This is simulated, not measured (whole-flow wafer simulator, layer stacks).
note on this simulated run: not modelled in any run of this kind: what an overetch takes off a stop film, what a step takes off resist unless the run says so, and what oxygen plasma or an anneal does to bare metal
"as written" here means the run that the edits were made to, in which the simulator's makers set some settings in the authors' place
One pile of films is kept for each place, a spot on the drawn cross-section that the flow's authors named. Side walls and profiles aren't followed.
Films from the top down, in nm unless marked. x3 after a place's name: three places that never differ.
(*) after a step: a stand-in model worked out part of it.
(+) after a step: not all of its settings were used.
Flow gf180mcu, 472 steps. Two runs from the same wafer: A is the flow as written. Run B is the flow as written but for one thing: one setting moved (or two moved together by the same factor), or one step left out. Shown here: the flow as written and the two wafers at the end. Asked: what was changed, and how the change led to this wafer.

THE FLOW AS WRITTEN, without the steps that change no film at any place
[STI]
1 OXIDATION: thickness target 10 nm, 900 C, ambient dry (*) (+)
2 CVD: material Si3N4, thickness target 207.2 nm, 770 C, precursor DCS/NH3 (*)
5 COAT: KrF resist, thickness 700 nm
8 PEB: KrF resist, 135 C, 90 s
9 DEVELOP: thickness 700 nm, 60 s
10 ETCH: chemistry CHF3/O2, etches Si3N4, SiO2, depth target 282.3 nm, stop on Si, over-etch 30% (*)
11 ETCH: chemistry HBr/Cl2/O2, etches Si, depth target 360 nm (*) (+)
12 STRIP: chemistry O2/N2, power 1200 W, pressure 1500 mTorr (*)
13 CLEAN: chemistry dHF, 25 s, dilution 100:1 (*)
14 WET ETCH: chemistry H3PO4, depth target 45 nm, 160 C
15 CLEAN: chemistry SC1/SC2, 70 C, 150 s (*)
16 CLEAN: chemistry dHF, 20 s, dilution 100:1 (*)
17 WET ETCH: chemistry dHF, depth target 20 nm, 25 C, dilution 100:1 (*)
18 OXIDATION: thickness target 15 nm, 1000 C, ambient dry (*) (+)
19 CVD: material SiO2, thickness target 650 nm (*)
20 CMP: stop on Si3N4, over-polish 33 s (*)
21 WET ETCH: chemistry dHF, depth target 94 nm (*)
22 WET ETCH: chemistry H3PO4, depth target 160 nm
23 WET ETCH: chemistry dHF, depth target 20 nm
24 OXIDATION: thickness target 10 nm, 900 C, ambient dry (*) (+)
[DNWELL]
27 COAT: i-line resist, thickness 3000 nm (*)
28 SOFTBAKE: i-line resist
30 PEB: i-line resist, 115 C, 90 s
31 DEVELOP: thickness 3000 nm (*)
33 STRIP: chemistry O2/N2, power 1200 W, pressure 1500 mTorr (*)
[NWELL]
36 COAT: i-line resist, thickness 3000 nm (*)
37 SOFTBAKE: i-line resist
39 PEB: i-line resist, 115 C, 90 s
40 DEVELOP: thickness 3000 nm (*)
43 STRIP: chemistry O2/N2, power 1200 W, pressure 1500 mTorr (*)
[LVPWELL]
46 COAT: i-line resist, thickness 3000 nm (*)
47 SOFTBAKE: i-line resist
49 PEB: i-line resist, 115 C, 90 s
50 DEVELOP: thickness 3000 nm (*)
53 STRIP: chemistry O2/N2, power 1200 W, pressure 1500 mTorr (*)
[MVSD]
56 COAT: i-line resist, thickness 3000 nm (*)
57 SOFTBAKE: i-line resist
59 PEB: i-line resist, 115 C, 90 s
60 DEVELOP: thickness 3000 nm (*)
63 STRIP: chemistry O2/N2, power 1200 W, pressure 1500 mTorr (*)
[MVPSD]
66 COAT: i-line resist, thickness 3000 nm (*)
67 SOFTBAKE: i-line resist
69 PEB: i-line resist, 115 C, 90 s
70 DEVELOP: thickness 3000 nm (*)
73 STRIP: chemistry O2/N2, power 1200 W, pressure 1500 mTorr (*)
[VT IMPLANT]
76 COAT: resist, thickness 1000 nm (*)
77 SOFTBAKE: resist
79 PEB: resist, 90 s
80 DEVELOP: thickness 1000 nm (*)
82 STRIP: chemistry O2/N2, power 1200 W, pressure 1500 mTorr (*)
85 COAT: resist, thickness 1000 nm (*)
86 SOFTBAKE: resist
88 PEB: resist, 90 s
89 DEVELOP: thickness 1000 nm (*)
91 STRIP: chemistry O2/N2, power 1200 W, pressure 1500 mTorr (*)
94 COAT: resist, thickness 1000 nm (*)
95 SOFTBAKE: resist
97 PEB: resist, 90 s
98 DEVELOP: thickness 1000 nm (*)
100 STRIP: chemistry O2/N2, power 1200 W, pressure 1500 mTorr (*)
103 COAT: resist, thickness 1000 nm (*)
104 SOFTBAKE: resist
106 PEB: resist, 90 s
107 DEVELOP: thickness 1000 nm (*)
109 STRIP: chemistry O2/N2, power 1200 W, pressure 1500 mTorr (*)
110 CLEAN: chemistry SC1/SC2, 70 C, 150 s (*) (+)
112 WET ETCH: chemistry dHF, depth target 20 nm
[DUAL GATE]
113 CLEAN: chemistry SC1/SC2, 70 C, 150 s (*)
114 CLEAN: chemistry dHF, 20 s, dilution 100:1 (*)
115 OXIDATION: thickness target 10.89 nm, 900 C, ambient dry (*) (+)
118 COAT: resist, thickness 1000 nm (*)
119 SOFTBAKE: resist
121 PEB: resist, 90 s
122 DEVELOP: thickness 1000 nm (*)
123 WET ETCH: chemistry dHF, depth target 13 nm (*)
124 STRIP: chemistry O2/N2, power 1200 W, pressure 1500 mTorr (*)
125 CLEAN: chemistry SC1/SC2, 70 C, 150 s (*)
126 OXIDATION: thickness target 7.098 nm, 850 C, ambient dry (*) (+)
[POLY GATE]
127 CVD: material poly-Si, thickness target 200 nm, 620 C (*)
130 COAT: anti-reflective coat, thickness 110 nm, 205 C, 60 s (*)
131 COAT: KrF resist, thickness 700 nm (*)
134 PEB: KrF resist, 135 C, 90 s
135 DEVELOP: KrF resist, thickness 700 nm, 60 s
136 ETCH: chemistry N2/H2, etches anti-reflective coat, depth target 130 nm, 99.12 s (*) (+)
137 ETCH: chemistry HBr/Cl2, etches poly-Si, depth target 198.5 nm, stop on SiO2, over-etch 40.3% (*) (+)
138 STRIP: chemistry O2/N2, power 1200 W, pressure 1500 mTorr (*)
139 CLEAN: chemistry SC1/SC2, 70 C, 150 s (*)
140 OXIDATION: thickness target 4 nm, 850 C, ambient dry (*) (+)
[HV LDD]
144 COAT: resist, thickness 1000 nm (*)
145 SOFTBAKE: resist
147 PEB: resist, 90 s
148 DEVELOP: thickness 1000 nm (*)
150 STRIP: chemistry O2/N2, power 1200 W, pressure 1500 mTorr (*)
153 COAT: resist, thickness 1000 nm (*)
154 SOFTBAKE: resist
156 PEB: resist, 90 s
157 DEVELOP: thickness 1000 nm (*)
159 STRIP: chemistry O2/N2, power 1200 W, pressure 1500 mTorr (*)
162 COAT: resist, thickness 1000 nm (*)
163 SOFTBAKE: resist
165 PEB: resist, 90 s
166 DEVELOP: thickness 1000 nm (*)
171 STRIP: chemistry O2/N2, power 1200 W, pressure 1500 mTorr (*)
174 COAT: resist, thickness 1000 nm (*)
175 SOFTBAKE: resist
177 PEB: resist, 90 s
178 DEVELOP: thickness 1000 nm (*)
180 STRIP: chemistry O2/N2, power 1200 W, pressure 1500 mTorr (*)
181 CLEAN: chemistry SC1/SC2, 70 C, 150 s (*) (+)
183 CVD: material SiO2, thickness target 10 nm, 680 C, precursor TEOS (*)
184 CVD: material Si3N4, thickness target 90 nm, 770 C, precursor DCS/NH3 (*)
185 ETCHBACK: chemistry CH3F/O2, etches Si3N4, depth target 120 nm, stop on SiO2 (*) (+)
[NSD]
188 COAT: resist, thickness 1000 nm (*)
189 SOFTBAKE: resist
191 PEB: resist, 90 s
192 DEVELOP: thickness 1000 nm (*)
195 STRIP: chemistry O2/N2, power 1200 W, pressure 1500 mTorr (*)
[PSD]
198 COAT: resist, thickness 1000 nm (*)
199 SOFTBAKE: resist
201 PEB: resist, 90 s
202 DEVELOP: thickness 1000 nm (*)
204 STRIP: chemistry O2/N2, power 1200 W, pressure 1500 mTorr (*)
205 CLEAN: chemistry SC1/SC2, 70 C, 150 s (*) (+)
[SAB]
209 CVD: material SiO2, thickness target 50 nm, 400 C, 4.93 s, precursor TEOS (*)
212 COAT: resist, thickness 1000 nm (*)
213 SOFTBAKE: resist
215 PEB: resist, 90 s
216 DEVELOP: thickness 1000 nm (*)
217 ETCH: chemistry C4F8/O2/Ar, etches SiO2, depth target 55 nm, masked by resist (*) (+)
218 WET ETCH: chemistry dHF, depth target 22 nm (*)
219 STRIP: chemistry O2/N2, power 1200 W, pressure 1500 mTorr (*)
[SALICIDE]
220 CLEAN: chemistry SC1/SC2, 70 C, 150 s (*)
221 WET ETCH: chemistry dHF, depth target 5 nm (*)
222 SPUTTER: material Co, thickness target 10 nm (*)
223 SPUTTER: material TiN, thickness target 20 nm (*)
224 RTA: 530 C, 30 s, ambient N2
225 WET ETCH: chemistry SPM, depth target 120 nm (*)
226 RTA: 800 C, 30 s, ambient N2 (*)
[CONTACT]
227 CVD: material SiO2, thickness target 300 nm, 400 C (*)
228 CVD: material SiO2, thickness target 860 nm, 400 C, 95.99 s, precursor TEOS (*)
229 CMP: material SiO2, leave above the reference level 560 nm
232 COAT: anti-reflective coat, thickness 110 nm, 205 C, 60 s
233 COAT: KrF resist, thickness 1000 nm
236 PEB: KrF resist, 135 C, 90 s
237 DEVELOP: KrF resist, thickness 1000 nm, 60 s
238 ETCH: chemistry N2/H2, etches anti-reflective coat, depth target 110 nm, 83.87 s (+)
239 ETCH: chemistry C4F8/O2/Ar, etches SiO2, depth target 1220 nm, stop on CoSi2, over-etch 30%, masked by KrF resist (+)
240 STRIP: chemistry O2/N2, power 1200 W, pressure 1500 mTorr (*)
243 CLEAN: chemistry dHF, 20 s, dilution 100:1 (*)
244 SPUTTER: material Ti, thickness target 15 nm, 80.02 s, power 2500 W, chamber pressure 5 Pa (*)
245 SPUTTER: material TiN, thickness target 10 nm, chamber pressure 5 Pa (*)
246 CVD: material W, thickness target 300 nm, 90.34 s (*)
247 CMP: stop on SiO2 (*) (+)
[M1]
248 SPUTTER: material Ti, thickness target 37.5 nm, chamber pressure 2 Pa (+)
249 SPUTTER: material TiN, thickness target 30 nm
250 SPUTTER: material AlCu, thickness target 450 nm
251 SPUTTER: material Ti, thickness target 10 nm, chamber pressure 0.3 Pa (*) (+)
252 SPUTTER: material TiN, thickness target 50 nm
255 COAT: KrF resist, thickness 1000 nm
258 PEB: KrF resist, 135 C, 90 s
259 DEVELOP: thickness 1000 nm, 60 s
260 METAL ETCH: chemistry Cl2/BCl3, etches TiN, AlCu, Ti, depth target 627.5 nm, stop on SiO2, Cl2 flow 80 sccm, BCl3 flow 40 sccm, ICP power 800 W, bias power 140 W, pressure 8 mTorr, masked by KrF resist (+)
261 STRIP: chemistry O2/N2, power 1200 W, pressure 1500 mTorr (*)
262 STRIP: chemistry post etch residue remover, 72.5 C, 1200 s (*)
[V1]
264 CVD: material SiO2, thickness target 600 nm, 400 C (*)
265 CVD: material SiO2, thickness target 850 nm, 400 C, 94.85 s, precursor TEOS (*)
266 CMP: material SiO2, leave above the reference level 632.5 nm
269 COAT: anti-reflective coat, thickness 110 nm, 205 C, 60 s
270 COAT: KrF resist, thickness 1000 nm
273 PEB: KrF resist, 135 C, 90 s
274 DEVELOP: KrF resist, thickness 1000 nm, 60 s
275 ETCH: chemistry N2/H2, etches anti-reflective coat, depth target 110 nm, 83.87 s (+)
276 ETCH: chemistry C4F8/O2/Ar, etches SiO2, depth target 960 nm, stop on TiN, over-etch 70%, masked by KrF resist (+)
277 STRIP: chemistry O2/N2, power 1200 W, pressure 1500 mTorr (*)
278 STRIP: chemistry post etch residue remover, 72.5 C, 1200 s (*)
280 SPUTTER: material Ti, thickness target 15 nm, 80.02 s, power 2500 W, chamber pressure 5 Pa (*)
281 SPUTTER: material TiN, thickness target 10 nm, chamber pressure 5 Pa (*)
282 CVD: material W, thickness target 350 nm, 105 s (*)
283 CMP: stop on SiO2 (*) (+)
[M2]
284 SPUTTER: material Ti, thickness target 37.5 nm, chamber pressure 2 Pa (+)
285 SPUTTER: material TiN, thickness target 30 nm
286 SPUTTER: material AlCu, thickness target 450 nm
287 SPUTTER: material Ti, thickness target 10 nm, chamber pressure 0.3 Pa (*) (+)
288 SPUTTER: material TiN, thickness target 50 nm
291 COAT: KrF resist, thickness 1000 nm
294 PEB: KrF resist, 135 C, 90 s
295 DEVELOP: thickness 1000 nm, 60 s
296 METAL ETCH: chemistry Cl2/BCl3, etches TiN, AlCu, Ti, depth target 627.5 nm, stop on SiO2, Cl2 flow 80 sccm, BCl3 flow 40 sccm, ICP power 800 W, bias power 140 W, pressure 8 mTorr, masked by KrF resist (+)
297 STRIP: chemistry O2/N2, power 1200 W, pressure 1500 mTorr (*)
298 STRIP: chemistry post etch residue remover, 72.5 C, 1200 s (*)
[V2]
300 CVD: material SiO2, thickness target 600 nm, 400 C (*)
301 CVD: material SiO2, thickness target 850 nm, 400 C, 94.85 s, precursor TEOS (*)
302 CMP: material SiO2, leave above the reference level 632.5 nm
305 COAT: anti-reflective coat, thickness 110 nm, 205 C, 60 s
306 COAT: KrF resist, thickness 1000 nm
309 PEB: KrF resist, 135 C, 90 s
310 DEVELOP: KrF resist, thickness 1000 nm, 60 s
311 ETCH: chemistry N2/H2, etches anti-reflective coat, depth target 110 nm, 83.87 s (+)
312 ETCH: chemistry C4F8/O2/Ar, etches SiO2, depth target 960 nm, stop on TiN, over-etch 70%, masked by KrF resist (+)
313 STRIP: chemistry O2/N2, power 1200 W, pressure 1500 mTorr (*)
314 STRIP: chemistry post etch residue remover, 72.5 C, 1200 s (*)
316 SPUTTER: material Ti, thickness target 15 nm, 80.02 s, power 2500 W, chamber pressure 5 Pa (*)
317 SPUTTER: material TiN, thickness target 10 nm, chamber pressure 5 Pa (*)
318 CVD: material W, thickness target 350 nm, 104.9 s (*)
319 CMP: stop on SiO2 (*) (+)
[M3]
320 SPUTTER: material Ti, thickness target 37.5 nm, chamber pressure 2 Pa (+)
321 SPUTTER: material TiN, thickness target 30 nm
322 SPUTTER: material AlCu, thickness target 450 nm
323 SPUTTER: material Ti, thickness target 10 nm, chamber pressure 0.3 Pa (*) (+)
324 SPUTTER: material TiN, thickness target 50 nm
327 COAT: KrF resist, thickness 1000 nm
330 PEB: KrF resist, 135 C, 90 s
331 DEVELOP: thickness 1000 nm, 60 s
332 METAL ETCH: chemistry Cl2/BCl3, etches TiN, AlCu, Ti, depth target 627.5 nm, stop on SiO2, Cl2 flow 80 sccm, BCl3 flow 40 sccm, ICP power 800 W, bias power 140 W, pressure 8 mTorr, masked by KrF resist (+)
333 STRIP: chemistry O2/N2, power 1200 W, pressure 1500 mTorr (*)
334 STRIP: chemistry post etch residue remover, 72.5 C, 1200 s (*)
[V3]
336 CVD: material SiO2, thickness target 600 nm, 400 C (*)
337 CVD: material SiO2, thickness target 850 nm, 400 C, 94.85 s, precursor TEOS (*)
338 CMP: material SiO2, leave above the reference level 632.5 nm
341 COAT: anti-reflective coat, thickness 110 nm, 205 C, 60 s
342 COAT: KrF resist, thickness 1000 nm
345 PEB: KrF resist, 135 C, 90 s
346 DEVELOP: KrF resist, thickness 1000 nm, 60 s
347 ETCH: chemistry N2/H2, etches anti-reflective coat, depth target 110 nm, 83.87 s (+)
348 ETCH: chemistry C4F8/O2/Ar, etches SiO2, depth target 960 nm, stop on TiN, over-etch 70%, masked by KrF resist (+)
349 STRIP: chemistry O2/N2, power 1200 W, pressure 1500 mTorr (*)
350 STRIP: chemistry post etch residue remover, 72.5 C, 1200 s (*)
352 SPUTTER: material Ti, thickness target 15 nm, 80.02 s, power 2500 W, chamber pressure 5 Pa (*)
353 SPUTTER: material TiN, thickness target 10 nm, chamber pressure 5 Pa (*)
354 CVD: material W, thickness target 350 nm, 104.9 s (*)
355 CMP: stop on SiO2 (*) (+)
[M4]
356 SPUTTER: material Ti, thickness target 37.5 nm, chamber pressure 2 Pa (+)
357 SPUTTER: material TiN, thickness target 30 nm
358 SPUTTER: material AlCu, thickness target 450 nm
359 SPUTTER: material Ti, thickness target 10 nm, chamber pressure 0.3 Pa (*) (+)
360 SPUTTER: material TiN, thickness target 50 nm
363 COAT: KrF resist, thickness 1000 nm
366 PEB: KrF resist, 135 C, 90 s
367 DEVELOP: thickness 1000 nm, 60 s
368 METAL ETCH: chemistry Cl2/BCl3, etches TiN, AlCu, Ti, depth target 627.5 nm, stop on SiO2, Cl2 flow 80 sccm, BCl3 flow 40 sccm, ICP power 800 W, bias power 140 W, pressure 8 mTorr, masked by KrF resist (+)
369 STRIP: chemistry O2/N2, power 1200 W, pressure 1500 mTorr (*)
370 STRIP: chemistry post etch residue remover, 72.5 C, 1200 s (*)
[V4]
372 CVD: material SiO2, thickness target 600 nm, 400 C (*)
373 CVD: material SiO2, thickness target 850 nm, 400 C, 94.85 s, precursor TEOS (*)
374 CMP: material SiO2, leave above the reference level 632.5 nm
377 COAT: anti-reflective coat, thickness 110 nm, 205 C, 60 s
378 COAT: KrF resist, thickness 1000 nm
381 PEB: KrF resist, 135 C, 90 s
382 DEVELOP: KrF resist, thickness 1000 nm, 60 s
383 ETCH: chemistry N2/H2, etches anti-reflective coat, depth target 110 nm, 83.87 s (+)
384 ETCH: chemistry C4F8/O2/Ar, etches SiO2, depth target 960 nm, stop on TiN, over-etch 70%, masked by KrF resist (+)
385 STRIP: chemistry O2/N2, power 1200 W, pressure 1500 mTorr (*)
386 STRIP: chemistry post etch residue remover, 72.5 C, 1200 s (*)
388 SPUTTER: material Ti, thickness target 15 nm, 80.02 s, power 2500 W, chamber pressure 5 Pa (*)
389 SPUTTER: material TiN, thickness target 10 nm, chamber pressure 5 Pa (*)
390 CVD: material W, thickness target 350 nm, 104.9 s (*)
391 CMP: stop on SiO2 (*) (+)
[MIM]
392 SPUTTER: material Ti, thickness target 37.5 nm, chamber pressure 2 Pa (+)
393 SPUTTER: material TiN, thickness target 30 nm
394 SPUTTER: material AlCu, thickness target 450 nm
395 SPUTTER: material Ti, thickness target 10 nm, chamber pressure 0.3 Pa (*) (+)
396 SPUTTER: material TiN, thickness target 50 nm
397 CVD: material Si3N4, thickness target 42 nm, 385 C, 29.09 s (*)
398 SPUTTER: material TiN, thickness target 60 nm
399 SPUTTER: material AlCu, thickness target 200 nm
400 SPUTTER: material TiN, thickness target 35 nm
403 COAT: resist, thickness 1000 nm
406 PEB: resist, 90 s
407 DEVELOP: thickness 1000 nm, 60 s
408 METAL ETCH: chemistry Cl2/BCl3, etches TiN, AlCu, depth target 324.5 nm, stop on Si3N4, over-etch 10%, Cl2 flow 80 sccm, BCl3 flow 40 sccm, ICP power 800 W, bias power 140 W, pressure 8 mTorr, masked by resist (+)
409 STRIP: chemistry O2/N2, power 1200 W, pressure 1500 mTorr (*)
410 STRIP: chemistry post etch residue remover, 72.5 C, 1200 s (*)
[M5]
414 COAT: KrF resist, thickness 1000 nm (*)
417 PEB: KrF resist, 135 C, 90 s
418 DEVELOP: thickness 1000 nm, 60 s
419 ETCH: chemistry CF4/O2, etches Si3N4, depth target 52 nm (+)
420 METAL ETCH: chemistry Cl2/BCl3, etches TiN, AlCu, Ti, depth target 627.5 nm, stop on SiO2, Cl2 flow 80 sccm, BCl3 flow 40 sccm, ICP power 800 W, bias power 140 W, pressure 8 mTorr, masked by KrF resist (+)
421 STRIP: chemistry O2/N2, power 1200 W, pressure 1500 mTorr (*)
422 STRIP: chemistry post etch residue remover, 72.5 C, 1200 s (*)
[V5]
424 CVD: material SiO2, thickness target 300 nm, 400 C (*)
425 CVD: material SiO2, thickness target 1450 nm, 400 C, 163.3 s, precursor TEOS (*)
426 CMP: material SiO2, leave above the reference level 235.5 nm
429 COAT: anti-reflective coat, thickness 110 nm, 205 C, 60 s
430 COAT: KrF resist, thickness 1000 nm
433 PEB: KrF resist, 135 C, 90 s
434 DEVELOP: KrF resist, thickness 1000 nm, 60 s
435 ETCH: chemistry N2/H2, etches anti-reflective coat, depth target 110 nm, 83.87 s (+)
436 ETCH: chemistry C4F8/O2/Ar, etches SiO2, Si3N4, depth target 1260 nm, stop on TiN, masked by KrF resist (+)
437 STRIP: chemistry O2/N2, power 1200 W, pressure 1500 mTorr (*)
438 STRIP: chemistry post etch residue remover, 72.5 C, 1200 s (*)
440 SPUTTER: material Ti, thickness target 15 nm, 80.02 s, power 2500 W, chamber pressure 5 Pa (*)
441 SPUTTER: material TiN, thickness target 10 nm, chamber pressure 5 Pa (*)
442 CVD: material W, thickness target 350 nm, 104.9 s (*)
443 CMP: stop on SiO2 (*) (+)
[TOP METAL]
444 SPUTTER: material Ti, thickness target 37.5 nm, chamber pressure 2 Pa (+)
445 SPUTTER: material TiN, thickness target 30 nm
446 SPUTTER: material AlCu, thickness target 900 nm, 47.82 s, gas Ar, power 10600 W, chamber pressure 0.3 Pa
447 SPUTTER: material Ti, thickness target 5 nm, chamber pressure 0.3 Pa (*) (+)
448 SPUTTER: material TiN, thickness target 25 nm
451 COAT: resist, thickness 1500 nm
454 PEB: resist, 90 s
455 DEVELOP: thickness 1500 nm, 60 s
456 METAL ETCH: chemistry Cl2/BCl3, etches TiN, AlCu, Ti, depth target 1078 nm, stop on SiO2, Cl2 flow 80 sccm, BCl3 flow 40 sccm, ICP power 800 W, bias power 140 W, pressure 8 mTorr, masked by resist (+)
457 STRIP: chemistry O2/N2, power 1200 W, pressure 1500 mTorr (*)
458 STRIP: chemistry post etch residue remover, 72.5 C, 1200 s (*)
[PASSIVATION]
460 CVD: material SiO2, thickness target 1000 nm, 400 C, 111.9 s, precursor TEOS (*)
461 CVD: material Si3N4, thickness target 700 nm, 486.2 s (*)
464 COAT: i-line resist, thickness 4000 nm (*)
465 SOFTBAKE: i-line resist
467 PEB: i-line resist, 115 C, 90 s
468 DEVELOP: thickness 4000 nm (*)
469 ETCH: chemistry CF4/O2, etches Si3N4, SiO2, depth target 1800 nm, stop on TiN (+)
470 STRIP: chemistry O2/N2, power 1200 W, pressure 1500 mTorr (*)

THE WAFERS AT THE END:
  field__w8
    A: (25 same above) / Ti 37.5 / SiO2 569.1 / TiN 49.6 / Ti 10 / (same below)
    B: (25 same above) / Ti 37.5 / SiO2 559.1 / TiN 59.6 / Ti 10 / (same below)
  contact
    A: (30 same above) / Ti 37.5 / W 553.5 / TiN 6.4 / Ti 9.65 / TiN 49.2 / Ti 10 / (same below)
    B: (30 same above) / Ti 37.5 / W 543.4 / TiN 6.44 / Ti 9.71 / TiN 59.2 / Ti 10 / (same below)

The cause: step 288, SPUTTER: thickness target 60 nm was run, where the flow has thickness target 50 nm.

How the change led to this, step by step:
  288 SPUTTER: material TiN, thickness target 50 nm
      field, field__w1, field__w2 and 108 more: A TiN +50 (new film) | B TiN +60 (new film)
  296 METAL ETCH: chemistry Cl2/BCl3, etches TiN, AlCu, Ti, depth target 627.5 nm, stop on SiO2, Cl2 flow 80 sccm, BCl3 flow 40 sccm, ICP power 800 W, bias power 140 W, pressure 8 mTorr, masked by KrF resist (+)
      field, field__w1, field__w2 and 103 more: A TiN -50 (all of it), Ti -10 (all of it), AlCu -450 (all of it), TiN -30 (all of it), Ti -37.5 (all of it) | B TiN -60 (all of it), Ti -10 (all of it), AlCu -450 (all of it), TiN -30 (all of it), Ti -37.5 (all of it)
